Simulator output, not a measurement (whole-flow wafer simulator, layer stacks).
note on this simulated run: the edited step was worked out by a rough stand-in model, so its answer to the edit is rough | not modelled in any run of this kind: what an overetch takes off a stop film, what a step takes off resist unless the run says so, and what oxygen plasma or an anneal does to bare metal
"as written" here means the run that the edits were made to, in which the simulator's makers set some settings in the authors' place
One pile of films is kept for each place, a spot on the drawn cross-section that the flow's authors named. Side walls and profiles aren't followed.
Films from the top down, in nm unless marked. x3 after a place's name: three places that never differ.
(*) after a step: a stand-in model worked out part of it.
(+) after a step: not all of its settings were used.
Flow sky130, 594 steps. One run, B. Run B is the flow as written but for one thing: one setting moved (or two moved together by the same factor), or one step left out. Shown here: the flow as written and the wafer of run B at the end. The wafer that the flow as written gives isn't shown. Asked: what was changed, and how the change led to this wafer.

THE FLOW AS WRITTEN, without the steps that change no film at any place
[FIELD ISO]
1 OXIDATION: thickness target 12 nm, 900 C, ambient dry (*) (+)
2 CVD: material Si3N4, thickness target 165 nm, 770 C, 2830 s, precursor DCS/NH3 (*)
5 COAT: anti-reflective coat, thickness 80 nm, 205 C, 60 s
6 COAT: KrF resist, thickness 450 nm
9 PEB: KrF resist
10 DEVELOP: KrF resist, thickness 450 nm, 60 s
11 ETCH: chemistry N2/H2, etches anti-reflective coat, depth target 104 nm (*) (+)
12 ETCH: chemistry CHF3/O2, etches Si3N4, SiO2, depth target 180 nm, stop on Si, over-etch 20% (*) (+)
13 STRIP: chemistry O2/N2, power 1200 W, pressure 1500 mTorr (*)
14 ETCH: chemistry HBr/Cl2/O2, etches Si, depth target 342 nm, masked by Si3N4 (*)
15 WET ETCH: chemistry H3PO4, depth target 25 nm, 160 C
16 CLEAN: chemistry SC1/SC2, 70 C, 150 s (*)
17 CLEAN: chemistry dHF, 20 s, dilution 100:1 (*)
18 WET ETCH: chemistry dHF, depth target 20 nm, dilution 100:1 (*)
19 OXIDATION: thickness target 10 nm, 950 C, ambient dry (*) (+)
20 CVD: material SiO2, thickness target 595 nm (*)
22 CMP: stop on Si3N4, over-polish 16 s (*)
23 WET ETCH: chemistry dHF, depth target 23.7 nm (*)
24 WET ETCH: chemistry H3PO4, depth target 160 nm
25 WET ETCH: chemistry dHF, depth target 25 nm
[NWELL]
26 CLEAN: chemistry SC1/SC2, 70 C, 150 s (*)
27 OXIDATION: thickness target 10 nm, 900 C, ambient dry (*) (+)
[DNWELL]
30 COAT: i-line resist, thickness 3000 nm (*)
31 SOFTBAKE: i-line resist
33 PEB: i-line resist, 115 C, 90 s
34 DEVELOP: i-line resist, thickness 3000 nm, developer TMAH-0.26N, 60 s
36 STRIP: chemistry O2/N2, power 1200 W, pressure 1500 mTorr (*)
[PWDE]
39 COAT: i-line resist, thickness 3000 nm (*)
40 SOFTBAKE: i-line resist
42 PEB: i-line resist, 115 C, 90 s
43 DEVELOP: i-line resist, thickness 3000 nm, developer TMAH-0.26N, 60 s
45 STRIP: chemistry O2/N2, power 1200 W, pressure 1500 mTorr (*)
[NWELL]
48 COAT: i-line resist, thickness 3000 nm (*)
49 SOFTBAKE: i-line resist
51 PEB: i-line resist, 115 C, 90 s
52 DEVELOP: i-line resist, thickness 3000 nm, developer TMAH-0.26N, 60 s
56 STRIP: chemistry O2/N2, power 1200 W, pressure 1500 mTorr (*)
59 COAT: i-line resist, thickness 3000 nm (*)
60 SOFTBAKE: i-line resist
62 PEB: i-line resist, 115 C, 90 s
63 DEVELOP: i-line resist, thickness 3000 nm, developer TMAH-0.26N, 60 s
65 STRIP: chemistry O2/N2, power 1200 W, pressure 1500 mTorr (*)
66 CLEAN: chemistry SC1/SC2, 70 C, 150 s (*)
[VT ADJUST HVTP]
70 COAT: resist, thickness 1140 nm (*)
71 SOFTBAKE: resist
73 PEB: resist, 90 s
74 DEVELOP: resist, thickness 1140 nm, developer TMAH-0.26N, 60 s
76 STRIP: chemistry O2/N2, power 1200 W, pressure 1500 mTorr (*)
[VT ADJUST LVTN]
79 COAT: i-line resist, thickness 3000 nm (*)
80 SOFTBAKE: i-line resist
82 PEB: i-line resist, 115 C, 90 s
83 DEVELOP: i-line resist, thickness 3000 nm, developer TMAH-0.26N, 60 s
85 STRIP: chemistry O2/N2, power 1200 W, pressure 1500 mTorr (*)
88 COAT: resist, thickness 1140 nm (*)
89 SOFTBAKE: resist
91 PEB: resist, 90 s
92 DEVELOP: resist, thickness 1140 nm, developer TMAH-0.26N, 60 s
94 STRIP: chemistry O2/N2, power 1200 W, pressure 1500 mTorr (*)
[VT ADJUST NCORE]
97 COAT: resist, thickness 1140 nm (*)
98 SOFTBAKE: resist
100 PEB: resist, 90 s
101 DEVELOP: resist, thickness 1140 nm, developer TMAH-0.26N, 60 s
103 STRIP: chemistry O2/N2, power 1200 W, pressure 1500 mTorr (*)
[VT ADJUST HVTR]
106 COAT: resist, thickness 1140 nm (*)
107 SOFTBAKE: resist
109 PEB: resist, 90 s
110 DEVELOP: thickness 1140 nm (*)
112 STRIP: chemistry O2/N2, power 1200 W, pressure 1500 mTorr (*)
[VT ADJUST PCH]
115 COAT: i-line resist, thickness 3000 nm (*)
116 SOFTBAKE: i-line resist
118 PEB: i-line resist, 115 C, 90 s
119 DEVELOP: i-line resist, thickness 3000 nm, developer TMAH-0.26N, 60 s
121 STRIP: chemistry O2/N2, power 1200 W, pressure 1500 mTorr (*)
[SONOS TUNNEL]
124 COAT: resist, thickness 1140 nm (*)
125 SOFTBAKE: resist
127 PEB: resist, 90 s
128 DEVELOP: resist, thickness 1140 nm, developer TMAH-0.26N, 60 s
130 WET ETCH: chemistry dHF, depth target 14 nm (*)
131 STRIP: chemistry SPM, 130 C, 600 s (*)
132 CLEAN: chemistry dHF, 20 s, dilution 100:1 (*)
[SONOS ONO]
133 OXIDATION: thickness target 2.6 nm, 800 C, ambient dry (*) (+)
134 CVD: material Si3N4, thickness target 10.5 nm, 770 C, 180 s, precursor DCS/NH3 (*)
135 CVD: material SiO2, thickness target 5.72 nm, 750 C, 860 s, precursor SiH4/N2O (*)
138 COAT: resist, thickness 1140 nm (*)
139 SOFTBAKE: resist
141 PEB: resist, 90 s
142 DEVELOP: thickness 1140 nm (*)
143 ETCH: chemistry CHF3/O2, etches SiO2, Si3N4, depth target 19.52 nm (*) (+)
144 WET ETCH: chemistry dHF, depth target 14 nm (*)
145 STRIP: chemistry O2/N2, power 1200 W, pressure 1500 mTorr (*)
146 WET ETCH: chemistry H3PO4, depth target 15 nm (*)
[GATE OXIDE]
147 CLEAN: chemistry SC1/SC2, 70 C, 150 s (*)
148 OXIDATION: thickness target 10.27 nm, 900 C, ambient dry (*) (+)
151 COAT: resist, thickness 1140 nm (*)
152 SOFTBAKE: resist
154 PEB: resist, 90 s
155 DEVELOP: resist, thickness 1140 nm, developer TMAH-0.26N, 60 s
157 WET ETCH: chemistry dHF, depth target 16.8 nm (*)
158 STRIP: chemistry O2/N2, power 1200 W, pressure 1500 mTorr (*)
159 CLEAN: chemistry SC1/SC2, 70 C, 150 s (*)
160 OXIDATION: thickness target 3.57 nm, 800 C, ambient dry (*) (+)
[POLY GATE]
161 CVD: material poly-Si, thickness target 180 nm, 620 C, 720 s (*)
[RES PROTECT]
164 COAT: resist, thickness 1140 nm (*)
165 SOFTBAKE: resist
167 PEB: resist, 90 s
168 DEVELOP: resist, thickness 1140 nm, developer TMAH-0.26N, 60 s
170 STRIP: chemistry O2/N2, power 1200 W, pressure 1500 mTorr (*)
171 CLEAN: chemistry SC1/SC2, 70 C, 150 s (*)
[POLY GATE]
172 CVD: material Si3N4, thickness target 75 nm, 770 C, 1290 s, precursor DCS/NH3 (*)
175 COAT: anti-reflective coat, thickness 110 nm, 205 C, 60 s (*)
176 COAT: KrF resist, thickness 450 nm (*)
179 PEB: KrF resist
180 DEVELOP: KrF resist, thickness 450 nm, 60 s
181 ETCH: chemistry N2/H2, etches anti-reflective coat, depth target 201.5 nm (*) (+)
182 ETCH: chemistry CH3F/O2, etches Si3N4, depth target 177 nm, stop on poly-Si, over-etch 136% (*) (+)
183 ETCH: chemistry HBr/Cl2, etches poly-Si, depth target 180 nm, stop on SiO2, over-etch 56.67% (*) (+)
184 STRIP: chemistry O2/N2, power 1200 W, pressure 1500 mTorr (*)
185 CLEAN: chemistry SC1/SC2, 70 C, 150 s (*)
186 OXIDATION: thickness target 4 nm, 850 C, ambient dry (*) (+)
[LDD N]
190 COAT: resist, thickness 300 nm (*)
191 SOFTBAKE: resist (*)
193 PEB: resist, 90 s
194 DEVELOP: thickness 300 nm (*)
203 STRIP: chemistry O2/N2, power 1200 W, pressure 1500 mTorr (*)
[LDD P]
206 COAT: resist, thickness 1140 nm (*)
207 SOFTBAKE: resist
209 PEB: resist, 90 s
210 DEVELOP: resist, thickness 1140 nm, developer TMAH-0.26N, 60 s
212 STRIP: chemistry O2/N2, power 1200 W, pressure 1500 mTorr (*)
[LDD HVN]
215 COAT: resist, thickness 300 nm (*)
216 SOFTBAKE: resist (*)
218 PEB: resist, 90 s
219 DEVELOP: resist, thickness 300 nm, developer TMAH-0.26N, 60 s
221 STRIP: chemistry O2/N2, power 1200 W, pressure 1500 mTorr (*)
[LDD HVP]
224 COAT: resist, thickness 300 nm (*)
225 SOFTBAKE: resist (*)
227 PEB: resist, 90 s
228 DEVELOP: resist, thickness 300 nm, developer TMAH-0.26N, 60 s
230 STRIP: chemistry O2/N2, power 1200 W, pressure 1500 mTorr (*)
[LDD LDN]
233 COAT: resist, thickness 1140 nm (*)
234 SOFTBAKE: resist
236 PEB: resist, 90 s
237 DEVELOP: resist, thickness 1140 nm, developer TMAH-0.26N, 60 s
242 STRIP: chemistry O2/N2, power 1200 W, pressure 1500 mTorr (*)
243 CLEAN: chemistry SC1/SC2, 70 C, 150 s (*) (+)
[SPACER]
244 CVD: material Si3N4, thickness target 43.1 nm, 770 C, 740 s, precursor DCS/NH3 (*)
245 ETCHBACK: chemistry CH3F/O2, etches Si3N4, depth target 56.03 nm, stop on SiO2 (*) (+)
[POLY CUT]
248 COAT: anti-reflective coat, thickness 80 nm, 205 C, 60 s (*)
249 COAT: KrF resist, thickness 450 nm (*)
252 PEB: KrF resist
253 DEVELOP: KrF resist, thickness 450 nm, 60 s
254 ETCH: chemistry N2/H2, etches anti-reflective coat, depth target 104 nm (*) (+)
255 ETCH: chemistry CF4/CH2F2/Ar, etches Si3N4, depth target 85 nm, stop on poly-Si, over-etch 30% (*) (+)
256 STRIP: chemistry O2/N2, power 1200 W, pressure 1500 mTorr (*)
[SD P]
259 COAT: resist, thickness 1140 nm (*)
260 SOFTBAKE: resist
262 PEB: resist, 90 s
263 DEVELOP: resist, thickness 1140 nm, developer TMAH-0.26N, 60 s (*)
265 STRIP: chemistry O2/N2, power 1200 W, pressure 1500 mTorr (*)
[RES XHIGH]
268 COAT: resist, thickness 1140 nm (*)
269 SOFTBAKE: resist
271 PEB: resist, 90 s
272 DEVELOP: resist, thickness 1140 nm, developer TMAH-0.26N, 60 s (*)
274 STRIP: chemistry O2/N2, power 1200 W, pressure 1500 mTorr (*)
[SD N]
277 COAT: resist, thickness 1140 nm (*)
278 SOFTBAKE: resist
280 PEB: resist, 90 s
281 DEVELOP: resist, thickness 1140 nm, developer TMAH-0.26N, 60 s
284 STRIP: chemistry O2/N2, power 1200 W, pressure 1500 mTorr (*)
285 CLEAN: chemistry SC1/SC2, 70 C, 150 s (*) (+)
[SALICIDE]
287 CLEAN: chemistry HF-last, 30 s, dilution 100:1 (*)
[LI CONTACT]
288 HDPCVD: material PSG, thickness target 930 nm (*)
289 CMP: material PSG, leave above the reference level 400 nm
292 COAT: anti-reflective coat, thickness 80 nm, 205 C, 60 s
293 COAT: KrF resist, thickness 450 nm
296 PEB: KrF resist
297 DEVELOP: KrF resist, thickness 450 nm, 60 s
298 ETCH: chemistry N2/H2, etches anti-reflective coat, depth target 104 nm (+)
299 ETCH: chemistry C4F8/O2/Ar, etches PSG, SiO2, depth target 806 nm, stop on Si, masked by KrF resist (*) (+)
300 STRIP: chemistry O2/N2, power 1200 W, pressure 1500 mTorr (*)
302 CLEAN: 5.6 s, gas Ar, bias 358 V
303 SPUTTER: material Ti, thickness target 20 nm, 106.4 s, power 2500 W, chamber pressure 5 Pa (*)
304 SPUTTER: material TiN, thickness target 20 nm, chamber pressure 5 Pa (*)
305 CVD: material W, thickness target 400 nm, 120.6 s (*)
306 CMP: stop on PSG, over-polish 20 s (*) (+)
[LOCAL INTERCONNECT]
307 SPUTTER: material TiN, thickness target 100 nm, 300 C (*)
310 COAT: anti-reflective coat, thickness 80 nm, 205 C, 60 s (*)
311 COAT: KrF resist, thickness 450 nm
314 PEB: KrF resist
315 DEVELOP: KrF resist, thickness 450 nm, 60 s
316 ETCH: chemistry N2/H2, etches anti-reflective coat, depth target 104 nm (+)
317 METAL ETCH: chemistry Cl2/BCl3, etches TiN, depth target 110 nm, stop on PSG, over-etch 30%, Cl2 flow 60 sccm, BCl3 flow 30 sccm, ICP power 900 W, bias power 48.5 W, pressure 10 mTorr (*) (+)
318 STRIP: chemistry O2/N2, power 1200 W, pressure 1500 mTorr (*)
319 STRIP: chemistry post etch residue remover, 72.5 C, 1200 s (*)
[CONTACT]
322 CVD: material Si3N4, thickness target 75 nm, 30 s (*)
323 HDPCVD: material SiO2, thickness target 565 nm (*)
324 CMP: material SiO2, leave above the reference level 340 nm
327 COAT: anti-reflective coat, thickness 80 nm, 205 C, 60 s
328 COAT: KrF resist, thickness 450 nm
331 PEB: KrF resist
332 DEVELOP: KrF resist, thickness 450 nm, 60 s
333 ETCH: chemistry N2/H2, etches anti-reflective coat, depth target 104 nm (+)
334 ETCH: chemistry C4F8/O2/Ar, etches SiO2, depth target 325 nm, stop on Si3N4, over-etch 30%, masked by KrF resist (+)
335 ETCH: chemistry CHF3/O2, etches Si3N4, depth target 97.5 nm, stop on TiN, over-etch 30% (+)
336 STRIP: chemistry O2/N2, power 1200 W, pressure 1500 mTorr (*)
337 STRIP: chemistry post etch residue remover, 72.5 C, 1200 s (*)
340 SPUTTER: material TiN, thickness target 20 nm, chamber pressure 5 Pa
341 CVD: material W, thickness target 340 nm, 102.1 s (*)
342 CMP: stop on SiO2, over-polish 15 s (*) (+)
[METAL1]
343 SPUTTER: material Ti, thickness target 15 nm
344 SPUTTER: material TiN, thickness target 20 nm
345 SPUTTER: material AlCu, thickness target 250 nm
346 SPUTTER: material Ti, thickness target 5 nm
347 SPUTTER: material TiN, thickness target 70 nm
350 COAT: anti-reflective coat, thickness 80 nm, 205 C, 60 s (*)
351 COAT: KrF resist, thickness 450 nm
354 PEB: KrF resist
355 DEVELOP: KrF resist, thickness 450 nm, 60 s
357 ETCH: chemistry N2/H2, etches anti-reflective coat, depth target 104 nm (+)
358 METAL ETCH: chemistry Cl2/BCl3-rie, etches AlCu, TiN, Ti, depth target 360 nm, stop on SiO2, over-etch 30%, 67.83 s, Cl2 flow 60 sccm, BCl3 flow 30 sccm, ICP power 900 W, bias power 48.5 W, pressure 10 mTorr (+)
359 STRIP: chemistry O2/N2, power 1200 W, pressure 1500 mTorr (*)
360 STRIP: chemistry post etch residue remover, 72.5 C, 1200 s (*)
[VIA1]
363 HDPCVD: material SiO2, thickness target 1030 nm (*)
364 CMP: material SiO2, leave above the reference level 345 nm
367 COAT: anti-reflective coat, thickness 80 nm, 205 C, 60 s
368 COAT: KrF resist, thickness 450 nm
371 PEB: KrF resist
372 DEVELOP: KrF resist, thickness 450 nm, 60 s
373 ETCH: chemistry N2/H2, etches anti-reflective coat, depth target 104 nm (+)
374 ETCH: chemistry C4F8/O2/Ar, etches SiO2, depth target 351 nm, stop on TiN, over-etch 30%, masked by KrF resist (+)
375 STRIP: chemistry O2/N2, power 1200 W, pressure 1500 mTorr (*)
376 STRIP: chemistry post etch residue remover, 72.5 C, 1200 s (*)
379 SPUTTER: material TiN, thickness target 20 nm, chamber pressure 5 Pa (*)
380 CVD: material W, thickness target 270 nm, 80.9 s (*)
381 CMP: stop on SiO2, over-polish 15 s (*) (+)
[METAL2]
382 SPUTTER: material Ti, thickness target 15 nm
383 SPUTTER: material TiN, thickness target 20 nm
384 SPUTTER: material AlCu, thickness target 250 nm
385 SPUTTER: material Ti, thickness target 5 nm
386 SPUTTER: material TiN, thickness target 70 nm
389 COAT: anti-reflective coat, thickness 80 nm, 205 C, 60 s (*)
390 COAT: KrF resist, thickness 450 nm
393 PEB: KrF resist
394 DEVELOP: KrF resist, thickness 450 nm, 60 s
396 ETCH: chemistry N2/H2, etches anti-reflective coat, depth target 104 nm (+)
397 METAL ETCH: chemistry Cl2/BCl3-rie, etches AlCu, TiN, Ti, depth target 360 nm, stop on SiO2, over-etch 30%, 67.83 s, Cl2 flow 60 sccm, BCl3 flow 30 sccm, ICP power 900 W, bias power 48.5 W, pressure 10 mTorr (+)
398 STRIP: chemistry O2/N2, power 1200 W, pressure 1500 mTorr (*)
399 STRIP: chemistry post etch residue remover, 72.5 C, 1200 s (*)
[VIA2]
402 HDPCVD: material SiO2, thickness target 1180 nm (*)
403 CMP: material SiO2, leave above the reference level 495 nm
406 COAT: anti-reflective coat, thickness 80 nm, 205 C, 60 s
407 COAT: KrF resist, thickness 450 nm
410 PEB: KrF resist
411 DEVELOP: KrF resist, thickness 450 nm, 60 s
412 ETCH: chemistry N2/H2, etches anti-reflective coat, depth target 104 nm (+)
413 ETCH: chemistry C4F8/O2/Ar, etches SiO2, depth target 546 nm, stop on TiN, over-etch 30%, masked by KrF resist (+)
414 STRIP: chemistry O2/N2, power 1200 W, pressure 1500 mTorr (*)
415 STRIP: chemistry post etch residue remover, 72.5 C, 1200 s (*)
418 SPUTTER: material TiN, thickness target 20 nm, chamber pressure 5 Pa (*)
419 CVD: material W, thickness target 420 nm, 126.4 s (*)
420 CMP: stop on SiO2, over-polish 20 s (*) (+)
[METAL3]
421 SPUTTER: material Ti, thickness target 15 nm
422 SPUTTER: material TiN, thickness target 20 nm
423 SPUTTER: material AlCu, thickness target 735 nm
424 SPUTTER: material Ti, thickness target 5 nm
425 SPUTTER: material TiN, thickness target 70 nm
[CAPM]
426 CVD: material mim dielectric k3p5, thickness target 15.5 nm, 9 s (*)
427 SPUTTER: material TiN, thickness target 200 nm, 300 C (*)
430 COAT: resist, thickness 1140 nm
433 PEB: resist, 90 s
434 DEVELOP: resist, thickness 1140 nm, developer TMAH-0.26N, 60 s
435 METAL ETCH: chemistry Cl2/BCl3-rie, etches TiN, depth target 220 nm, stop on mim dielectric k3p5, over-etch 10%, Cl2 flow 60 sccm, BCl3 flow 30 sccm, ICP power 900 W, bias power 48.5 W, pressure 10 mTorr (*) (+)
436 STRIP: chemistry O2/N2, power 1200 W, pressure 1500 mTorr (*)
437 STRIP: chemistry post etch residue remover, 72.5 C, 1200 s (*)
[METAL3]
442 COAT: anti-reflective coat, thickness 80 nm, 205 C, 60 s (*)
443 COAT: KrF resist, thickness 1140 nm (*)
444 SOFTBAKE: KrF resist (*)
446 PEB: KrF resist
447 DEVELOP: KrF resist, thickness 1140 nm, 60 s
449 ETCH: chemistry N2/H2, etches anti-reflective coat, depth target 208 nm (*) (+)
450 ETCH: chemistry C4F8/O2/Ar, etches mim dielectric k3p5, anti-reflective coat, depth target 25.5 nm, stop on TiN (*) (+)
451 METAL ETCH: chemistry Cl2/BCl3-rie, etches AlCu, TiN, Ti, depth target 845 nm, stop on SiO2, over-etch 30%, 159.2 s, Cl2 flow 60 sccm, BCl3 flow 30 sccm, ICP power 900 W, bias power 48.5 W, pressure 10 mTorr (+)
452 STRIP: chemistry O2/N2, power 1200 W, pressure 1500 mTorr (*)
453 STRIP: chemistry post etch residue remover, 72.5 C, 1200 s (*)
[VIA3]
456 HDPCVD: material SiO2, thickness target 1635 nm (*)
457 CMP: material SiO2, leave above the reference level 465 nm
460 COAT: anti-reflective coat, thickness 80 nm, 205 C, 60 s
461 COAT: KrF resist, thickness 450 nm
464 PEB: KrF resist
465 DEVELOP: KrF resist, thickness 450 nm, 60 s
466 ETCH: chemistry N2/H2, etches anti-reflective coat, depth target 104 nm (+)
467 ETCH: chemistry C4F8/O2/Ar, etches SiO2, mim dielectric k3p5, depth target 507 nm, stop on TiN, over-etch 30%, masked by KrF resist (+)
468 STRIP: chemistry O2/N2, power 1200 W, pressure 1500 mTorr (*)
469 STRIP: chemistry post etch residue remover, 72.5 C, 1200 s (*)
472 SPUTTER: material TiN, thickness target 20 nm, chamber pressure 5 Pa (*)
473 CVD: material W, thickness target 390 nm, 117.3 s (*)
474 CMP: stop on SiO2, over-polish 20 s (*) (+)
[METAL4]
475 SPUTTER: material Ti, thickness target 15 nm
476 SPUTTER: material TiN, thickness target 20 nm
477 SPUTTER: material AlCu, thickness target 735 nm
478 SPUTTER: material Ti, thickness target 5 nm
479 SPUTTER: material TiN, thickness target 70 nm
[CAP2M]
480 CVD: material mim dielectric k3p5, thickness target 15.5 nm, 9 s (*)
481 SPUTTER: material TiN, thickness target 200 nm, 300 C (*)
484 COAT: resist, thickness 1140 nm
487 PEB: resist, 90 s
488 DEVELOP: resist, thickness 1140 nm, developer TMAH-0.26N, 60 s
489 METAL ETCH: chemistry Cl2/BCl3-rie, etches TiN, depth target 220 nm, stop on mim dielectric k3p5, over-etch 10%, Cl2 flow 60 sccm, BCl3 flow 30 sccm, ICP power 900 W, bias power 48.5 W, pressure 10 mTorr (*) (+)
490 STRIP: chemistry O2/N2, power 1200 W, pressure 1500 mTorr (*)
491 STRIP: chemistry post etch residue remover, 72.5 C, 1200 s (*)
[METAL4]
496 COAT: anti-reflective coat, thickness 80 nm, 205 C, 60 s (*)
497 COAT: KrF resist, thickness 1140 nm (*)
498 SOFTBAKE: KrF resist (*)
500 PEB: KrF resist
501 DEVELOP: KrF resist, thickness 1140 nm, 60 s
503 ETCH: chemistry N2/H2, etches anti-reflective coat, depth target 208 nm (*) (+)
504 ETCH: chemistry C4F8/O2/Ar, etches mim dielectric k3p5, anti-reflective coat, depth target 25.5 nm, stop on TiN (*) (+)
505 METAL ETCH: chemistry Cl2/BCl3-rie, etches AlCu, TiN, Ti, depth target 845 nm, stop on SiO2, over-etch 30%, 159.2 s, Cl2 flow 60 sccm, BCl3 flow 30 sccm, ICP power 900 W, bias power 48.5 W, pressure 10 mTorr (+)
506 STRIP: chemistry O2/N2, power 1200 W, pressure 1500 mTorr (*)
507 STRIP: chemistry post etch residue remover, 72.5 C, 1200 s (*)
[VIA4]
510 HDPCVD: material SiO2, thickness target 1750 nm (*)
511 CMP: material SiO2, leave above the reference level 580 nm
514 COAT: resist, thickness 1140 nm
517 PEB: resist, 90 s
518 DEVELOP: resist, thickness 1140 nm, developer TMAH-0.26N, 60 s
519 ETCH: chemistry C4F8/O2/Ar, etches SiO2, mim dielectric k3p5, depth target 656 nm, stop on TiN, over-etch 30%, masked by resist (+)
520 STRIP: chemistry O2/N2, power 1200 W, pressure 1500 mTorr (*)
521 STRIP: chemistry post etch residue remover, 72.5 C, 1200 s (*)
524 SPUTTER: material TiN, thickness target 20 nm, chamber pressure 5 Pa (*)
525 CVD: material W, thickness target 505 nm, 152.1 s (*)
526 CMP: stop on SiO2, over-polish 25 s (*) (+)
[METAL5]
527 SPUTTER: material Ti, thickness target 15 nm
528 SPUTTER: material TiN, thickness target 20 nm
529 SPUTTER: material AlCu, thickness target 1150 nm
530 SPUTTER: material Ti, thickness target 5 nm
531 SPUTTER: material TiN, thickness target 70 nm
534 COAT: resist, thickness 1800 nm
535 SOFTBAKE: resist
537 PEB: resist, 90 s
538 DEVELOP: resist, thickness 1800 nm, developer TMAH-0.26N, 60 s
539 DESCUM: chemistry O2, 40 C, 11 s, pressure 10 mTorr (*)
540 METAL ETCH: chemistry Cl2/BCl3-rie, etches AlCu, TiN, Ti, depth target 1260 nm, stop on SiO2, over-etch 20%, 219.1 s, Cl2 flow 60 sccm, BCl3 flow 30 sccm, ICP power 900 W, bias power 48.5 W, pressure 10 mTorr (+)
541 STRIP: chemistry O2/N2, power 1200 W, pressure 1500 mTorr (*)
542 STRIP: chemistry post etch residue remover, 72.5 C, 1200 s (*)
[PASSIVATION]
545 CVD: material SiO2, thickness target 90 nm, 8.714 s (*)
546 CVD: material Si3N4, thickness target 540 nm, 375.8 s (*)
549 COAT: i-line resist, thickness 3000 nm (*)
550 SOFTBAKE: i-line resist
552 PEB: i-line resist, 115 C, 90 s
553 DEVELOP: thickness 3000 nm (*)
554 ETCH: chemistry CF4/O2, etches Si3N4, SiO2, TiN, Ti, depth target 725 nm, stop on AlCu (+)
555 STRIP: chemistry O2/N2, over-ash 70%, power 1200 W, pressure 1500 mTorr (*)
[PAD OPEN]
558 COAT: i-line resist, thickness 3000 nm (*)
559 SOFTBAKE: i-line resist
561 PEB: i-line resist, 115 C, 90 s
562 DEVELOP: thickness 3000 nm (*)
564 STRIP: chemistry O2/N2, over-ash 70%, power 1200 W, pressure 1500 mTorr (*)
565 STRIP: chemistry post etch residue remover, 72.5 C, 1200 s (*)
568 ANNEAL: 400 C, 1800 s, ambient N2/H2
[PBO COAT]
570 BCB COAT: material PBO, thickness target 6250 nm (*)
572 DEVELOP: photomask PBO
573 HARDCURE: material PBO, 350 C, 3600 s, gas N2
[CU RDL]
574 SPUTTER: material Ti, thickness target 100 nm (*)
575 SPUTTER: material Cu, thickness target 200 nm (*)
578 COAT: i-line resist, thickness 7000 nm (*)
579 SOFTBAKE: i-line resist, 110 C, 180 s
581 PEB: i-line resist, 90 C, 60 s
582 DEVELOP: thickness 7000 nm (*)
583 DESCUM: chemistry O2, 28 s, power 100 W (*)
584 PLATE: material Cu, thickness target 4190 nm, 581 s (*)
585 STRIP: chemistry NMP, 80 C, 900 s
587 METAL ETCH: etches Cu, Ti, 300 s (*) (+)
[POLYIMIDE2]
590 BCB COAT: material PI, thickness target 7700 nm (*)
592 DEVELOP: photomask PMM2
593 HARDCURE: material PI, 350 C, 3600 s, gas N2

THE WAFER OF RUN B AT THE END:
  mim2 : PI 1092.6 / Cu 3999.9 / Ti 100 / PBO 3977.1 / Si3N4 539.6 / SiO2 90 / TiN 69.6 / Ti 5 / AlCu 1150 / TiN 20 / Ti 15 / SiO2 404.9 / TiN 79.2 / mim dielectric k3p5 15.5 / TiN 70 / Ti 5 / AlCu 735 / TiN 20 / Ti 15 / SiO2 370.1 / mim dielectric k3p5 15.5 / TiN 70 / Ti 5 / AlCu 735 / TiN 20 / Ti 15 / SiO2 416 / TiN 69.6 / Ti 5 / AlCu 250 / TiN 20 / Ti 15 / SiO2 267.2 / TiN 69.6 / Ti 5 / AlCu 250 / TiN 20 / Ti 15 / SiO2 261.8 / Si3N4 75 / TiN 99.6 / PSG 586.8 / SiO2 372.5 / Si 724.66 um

The cause: step 481, SPUTTER: thickness target 80 nm was run, where the flow has thickness target 200 nm.

How the change led to this, step by step:
  481 SPUTTER: material TiN, thickness target 200 nm, 300 C (*)
      field, active, n_well and 189 more: TiN +80 (new film) (as written it would be: TiN +200 (new film))
  489 METAL ETCH: chemistry Cl2/BCl3-rie, etches TiN, depth target 220 nm, stop on mim dielectric k3p5, over-etch 10%, Cl2 flow 60 sccm, BCl3 flow 30 sccm, ICP power 900 W, bias power 48.5 W, pressure 10 mTorr (*) (+)
      field, active, n_well and 188 more: TiN -80 (all of it) (as written it would be: TiN -200 (all of it))
      mim2: resist -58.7 (as written it would be: resist -146.7)
  490 STRIP: chemistry O2/N2, power 1200 W, pressure 1500 mTorr (*)
      mim2: resist -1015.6 (all of it) (as written it would be: resist -927.6 (all of it))
  496 COAT: anti-reflective coat, thickness 80 nm, 205 C, 60 s (*)
      iso_guard__w2: anti-reflective coat +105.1 (new film) (as written it would be: anti-reflective coat +175.7 (new film))
      mim2: anti-reflective coat +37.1 (new film) (as written it would be: anti-reflective coat +38 (new film))
  497 COAT: KrF resist, thickness 1140 nm (*)
      iso_guard__w2: KrF resist +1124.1 (new film) (as written it would be: KrF resist +1076.8 (new film))
      mim2: KrF resist +1113.7 (new film) (as written it would be: KrF resist +1021 (new film))
  500 PEB: KrF resist
      mim2: KrF resist -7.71 (as written it would be: KrF resist -7.05)
  506 STRIP: chemistry O2/N2, power 1200 W, pressure 1500 mTorr (*)
      iso_guard__w2: KrF resist -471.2 (all of it), anti-reflective coat -105.1 (all of it) (as written it would be: KrF resist -424.2 (all of it), anti-reflective coat -175.7 (all of it))
      mim2: KrF resist -460.9 (all of it), anti-reflective coat -37.1 (all of it) (as written it would be: KrF resist -368.7 (all of it), anti-reflective coat -38 (all of it))
  511 CMP: material SiO2, leave above the reference level 580 nm
      mim2: SiO2 -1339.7 (as written it would be: SiO2 -1459.7)
